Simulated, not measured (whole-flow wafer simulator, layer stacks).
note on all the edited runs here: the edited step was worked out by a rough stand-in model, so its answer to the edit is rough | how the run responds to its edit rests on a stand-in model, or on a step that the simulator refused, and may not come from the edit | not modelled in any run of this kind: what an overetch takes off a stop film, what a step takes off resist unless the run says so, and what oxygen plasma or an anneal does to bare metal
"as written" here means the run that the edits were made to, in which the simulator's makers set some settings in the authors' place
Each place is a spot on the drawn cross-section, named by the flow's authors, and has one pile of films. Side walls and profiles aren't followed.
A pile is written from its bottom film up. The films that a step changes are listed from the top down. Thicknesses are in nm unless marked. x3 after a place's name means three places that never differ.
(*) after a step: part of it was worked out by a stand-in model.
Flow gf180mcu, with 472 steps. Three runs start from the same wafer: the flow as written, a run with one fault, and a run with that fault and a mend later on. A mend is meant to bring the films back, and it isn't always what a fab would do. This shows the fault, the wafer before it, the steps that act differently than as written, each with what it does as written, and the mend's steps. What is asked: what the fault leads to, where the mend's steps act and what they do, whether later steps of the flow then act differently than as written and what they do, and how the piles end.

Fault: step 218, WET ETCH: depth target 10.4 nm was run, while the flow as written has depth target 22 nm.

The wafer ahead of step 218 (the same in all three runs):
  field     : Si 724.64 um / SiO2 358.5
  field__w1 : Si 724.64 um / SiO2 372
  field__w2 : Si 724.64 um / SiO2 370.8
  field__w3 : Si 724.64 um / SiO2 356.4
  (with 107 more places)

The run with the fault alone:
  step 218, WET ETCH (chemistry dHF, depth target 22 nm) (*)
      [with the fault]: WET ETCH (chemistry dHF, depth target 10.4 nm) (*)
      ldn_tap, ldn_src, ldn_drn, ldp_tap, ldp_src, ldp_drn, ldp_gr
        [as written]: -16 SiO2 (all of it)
        [with the fault]: -10.9 SiO2
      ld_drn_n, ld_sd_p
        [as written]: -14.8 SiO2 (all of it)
        [with the fault]: -10.6 SiO2
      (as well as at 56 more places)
  Steps further on in the flow that do not act as written (not shown: 5 more steps that differ only slightly, by at most 2% or 0.5 nm, whichever is larger):
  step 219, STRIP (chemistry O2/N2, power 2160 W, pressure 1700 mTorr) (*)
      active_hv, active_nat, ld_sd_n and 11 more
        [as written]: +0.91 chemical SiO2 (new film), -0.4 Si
        [with the fault]: nothing
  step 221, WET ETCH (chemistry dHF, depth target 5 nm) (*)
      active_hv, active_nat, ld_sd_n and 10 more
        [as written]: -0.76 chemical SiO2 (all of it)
        [with the fault]: -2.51 SiO2
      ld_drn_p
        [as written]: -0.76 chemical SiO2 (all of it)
        [with the fault]: -1 SiO2 (all of it)
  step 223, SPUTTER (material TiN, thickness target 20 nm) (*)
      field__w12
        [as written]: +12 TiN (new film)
        [with the fault]: +12.7 TiN (new film)
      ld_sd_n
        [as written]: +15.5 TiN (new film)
        [with the fault]: +16.3 TiN (new film)
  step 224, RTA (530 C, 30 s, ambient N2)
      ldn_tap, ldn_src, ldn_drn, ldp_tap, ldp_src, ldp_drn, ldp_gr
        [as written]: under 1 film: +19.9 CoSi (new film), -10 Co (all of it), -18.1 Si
        [with the fault]: nothing
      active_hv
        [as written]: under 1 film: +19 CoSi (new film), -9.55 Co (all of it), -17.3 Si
        [with the fault]: nothing
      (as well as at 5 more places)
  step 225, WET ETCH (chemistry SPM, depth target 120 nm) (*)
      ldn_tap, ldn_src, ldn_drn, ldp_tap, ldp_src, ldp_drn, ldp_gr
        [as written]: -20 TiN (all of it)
        [with the fault]: -20 TiN (all of it), -10 Co (all of it)
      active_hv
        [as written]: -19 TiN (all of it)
        [with the fault]: -19 TiN (all of it), -9.55 Co (all of it)
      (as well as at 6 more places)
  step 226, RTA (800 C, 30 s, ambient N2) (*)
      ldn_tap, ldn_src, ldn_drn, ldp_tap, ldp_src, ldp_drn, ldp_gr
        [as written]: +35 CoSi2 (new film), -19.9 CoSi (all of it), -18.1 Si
        [with the fault]: nothing
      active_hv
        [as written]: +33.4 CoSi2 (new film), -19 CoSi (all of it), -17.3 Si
        [with the fault]: nothing
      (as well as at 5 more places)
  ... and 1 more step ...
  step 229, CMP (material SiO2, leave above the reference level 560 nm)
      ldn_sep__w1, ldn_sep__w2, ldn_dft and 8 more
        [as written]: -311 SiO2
        [with the fault]: -323.8 SiO2
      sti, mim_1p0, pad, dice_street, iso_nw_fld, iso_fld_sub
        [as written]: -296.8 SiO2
        [with the fault]: -309.6 SiO2
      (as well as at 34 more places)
  The piles end different from the flow's at active_hv, active_nat, ld_sd_n and 10 more by more than 2% or 0.5 nm, whichever is larger.
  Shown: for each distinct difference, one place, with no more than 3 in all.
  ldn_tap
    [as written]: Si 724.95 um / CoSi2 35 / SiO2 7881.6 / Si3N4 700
    [with the fault]: Si 724.98 um / SiO2 7879.7 / Si3N4 700
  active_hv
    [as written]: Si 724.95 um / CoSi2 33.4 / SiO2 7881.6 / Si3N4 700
    [with the fault]: Si 724.98 um / SiO2 7879.7 / Si3N4 700
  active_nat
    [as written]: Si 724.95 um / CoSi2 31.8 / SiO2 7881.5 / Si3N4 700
    [with the fault]: Si 724.98 um / SiO2 7879.7 / Si3N4 700

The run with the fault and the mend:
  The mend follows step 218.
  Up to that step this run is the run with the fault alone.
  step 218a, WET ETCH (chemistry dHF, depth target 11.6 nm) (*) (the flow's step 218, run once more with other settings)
      field, field__w1, field__w2 and 47 more
        -11.6 SiO2
      ldn_tap, ldn_src, ldn_drn, ldp_tap, ldp_src, ldp_drn, ldp_gr
        -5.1 SiO2 (all of it)
      ld_drn_n, ld_sd_p
        -4.19 SiO2 (all of it)
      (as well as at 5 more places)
  Later steps of the flow that are run all act as written at every place that is followed, up to a difference of at most 2% or 0.5 nm, whichever is larger.
  When the end is reached, the piles differ only a little from the flow's at the places that both follow, at most by 2% or 0.5 nm, whichever is larger.
